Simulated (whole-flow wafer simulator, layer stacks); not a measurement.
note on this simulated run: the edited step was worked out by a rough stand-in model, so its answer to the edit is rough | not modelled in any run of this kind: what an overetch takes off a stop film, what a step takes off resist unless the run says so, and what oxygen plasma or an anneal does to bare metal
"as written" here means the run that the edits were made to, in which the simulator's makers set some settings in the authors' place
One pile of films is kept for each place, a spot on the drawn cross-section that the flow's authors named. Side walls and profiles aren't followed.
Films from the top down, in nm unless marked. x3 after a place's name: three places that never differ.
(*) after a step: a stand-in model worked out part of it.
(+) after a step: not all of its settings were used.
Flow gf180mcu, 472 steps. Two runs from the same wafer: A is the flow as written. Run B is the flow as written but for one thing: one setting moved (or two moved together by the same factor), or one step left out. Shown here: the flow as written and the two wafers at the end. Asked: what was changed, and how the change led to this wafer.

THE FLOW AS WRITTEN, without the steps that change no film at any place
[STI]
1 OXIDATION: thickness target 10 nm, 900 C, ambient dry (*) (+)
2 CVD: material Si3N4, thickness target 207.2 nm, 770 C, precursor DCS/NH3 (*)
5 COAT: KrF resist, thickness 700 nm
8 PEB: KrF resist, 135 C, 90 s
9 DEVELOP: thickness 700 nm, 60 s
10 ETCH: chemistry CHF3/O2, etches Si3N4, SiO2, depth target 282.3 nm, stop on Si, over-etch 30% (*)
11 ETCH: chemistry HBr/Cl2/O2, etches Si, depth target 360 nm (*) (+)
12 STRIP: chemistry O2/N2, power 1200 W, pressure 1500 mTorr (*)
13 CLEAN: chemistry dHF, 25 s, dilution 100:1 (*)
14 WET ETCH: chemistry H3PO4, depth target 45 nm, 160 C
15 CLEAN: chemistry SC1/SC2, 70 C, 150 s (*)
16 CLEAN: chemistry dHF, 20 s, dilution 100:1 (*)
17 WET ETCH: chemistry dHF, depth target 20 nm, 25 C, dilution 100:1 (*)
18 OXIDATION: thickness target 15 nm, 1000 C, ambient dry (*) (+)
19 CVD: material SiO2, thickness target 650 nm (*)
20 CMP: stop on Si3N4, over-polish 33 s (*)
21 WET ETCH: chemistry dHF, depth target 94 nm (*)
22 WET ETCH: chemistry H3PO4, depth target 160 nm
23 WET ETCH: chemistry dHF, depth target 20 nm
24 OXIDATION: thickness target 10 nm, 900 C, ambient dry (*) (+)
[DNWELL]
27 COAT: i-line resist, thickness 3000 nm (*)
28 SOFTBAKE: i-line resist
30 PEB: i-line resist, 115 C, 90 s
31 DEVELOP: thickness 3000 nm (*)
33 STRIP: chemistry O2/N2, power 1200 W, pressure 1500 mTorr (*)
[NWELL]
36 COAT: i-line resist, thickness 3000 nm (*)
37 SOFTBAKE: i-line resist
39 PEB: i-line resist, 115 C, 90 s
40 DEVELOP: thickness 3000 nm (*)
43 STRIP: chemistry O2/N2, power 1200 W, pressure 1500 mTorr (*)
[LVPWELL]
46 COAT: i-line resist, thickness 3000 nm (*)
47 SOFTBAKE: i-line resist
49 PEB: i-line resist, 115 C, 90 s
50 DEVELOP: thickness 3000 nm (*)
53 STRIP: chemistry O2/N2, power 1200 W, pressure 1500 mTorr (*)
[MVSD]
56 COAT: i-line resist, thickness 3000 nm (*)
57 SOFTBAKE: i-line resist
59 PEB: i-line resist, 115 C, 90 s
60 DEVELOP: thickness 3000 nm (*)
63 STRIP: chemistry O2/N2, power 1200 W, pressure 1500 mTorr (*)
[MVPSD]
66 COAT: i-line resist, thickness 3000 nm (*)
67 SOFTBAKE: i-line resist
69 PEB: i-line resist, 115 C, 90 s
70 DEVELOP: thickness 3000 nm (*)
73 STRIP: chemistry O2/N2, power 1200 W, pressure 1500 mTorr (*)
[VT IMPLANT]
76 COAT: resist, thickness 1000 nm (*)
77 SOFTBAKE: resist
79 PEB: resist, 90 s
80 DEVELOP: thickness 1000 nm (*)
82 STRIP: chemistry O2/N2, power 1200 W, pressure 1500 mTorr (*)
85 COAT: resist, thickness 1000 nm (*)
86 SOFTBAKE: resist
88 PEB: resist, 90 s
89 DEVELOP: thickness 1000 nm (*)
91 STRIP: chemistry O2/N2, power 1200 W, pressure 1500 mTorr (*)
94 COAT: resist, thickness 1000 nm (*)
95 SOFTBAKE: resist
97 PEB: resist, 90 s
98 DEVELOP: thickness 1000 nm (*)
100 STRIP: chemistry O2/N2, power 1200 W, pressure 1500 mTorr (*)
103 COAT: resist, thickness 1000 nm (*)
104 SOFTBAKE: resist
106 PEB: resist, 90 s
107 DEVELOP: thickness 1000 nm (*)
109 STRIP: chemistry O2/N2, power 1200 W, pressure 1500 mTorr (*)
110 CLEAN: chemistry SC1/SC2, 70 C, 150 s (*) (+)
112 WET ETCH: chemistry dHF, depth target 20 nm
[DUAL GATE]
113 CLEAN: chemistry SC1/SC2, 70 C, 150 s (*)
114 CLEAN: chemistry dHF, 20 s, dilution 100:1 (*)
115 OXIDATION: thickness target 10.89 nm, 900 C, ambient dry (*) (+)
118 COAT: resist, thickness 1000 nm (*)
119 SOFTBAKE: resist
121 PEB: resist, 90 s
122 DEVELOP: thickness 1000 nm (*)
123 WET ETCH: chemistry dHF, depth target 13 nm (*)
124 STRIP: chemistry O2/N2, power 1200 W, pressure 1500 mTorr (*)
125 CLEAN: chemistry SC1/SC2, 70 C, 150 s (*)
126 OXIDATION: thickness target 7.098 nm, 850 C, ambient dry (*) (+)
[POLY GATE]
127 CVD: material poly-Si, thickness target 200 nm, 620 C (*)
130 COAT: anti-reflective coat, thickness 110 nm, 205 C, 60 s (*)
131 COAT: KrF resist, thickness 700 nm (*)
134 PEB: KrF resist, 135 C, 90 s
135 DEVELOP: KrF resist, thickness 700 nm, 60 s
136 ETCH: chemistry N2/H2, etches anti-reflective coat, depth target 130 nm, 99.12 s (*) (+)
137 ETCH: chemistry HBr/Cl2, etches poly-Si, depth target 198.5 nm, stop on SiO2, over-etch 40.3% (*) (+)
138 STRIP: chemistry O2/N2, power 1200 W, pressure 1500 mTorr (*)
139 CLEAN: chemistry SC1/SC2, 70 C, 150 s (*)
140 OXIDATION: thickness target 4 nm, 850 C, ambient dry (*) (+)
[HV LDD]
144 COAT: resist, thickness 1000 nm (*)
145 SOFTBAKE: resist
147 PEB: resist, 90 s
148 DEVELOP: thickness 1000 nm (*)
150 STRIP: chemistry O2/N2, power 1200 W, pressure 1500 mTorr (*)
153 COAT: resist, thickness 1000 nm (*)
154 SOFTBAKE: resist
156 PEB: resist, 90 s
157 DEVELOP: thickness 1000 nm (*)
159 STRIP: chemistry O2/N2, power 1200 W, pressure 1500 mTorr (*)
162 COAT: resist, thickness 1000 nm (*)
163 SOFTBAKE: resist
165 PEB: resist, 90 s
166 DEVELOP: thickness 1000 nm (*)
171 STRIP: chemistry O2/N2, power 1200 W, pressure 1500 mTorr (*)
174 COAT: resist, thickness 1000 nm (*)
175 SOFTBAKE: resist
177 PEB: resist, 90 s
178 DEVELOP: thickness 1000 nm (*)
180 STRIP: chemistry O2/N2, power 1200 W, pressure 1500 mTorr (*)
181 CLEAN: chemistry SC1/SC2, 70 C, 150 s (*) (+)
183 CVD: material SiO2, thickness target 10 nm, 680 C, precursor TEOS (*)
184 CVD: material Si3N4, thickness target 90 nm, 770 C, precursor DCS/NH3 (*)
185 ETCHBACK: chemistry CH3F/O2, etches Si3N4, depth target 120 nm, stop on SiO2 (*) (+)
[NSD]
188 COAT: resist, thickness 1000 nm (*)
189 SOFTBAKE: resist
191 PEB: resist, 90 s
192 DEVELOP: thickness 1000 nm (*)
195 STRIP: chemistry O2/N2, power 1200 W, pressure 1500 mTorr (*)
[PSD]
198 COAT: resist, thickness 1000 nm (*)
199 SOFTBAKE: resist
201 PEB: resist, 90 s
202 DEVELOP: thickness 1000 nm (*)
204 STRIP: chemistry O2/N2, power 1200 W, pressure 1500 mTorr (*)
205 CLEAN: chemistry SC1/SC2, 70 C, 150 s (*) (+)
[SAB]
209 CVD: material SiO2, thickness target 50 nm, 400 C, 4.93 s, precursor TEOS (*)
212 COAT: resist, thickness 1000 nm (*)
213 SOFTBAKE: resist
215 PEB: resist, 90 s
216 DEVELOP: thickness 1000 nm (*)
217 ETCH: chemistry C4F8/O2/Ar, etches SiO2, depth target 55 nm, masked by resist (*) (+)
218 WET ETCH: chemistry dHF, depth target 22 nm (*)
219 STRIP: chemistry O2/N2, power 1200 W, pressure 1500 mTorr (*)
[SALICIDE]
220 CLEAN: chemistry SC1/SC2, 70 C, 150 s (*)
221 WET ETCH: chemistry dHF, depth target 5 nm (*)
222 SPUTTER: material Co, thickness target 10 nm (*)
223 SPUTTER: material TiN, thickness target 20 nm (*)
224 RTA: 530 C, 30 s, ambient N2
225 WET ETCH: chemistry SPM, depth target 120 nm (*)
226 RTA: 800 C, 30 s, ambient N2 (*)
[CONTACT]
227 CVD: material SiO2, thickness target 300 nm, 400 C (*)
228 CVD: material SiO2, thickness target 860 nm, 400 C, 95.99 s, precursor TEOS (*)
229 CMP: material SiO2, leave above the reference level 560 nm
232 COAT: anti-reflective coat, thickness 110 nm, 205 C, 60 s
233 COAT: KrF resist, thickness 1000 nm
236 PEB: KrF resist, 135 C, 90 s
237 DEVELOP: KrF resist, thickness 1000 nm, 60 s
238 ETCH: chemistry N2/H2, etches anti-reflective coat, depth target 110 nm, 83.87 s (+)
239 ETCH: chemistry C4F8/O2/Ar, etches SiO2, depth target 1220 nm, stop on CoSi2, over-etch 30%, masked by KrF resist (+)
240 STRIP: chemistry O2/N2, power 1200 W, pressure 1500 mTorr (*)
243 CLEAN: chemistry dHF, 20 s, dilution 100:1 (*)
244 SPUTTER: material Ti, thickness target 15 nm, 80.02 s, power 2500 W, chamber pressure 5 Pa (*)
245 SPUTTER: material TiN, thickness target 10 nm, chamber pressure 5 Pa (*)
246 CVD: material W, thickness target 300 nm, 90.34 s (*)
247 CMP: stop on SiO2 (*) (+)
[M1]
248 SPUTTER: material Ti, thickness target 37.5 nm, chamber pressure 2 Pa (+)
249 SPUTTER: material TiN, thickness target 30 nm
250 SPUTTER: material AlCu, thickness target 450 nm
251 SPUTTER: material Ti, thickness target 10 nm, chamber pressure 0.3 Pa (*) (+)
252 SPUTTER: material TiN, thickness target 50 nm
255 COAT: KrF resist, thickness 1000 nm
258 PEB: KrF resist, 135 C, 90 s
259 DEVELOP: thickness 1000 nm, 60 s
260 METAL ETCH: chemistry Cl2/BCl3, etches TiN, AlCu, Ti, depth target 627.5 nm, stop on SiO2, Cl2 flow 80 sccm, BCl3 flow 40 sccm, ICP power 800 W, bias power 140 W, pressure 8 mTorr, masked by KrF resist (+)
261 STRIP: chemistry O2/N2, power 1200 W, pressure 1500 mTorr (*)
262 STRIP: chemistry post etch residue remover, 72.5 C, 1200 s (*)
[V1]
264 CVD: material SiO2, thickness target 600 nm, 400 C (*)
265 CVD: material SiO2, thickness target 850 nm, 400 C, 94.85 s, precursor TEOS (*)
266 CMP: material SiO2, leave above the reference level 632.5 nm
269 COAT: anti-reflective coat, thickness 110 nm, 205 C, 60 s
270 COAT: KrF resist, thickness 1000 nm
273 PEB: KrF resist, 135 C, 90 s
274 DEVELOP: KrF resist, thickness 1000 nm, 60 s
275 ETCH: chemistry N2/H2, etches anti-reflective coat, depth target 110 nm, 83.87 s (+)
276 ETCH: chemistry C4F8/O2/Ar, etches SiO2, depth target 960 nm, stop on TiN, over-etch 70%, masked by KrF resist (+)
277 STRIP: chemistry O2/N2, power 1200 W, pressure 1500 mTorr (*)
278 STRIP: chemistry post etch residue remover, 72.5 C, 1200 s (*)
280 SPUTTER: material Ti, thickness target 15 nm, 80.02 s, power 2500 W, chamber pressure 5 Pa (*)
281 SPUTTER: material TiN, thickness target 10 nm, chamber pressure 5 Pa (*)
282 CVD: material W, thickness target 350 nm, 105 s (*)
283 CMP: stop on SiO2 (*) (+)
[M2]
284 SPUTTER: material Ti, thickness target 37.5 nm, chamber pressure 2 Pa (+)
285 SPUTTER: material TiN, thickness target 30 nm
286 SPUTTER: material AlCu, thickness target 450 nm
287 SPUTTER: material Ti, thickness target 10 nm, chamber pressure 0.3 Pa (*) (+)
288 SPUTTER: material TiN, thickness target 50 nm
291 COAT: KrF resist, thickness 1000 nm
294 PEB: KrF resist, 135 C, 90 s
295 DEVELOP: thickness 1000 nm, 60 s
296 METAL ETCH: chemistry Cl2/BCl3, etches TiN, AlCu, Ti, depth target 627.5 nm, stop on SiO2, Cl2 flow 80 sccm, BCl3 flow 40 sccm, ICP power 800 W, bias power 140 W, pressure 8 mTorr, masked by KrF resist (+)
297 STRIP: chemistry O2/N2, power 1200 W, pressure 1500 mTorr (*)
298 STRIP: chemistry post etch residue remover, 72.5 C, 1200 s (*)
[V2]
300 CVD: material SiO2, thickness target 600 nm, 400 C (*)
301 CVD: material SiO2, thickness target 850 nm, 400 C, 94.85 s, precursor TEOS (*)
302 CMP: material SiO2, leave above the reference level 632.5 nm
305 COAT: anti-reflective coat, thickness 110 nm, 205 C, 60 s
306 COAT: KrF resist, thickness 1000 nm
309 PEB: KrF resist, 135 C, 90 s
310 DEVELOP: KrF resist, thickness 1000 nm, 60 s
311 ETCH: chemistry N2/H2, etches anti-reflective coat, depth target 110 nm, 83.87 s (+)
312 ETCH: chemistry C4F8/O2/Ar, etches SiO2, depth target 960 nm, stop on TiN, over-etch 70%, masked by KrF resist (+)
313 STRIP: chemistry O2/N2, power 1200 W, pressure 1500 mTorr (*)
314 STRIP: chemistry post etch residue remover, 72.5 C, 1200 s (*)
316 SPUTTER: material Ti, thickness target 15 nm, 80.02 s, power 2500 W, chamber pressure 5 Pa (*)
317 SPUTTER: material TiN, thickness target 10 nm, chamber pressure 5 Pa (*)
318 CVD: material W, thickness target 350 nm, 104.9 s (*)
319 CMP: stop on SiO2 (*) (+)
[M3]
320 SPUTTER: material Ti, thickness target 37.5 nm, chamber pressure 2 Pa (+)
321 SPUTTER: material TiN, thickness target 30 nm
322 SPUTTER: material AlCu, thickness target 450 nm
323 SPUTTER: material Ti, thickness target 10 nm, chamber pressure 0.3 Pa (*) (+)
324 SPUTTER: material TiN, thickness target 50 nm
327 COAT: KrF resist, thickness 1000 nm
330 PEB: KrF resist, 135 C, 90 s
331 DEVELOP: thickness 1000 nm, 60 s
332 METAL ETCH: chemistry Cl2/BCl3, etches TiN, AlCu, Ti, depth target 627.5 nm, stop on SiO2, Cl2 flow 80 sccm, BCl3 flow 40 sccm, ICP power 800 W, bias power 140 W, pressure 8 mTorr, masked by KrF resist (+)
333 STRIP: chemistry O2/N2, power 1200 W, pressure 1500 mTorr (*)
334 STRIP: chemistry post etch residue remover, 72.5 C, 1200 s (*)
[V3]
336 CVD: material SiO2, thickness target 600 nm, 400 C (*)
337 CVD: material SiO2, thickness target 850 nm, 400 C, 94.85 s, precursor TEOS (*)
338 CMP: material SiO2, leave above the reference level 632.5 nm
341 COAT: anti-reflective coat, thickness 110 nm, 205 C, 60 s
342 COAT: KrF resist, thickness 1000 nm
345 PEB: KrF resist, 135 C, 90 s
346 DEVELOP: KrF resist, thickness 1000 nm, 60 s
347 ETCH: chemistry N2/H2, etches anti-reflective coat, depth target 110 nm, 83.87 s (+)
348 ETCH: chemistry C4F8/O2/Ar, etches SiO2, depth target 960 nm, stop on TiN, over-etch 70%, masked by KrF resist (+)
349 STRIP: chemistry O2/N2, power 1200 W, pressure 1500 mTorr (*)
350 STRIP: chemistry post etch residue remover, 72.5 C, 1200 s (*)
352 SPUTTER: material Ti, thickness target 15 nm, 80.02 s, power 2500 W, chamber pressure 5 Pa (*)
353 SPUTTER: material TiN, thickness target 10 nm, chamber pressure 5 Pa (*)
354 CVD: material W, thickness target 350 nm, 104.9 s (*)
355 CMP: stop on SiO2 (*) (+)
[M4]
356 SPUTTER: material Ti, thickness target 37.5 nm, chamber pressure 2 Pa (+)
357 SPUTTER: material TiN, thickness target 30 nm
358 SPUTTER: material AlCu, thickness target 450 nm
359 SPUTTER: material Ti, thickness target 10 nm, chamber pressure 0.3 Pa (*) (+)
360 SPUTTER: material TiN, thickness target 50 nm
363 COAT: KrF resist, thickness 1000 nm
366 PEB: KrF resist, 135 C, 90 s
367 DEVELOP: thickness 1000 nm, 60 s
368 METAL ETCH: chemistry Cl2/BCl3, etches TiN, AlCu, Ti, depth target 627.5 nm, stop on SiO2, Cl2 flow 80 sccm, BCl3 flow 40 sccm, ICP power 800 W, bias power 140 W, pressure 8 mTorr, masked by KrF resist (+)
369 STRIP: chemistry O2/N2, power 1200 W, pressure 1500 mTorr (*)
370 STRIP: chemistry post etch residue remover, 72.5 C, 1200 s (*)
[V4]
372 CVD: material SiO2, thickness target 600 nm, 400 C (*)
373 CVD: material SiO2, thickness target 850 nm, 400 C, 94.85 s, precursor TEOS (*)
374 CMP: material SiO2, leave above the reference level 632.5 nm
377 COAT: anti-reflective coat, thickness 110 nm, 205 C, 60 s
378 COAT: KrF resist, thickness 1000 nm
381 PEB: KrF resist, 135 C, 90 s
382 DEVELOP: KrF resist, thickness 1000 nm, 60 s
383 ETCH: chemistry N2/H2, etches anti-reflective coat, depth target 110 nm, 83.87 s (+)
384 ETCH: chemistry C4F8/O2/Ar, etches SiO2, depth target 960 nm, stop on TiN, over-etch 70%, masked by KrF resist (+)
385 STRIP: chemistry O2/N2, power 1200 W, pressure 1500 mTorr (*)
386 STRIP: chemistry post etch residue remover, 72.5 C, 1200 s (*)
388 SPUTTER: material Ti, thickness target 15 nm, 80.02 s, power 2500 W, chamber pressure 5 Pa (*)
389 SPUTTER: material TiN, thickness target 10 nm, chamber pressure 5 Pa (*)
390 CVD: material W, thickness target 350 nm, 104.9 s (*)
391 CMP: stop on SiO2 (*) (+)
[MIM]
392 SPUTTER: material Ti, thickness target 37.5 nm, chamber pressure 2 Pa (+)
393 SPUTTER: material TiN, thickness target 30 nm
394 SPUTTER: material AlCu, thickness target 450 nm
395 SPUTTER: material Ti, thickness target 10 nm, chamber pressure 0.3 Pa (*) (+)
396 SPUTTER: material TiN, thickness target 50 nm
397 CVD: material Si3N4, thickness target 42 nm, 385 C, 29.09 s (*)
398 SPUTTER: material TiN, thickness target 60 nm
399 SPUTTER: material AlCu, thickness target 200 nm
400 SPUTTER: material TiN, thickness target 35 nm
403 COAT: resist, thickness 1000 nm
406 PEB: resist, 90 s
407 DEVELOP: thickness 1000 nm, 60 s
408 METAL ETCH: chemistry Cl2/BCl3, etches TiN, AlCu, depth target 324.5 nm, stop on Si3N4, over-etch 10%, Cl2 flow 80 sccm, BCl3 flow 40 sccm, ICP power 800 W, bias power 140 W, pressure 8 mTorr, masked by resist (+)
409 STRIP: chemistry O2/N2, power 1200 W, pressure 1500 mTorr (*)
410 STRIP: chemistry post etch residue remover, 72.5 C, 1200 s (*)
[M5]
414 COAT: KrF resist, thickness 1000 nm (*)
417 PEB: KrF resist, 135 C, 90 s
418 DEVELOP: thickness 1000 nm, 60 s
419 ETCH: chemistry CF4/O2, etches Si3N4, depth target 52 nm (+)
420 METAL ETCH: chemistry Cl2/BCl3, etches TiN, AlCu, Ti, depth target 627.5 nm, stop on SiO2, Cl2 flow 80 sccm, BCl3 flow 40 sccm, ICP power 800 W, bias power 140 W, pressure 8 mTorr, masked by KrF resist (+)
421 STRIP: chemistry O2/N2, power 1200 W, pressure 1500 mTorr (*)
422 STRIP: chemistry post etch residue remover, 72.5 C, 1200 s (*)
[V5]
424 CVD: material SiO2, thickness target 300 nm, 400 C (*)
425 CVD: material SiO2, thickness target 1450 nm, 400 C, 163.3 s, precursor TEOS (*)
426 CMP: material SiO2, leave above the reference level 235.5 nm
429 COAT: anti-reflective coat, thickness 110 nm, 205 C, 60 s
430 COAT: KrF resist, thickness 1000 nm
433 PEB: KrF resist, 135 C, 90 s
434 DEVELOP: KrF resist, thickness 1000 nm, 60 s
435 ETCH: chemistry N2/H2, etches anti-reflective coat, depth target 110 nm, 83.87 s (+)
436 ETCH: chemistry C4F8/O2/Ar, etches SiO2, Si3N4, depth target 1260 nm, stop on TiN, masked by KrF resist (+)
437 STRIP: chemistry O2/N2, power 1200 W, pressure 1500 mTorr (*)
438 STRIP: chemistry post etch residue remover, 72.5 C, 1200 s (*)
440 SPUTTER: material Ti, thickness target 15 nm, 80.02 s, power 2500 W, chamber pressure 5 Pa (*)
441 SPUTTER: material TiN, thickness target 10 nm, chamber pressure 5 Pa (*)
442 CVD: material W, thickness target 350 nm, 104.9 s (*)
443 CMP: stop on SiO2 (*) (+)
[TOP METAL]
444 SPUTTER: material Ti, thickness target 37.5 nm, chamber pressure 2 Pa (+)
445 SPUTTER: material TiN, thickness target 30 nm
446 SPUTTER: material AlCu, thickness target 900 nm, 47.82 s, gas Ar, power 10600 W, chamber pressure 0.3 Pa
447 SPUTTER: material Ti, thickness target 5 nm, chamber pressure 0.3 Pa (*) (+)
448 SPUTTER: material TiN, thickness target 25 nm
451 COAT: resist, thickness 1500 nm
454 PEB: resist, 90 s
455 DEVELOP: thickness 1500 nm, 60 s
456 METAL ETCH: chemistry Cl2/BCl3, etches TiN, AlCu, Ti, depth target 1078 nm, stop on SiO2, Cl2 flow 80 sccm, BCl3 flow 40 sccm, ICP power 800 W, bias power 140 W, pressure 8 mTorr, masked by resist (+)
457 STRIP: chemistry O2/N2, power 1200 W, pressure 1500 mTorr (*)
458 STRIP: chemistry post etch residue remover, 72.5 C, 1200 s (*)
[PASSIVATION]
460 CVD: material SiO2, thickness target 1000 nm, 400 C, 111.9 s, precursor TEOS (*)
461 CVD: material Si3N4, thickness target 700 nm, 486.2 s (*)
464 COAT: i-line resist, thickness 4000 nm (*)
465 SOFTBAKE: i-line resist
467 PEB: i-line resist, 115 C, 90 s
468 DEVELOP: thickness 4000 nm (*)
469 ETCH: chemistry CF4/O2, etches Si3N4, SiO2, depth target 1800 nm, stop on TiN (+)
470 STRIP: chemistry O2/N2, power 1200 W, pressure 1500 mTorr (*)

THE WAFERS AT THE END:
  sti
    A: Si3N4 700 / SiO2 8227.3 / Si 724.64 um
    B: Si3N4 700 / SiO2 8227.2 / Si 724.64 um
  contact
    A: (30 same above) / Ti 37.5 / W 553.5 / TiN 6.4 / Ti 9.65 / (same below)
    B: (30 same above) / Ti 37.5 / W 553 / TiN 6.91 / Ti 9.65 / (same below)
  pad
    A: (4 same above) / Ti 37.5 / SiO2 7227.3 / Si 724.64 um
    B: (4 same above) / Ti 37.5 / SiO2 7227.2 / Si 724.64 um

The cause: step 317, SPUTTER: thickness target 10.8 nm was run, where the flow has thickness target 10 nm.

How the change led to this, step by step:
  317 SPUTTER: material TiN, thickness target 10 nm, chamber pressure 5 Pa (*)
      field, field__w1, field__w2 and 107 more: A TiN +10 (new film) | B TiN +10.8 (new film)
      contact: A TiN +6.4 (new film) | B TiN +6.91 (new film)
  319 CMP: stop on SiO2 (*) (+)
      field, field__w1, field__w2 and 107 more: A W -350 (all of it), TiN -10 (all of it), Ti -15 (all of it), SiO2 -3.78 | B W -350 (all of it), TiN -10.8 (all of it), Ti -15 (all of it), SiO2 -3.79
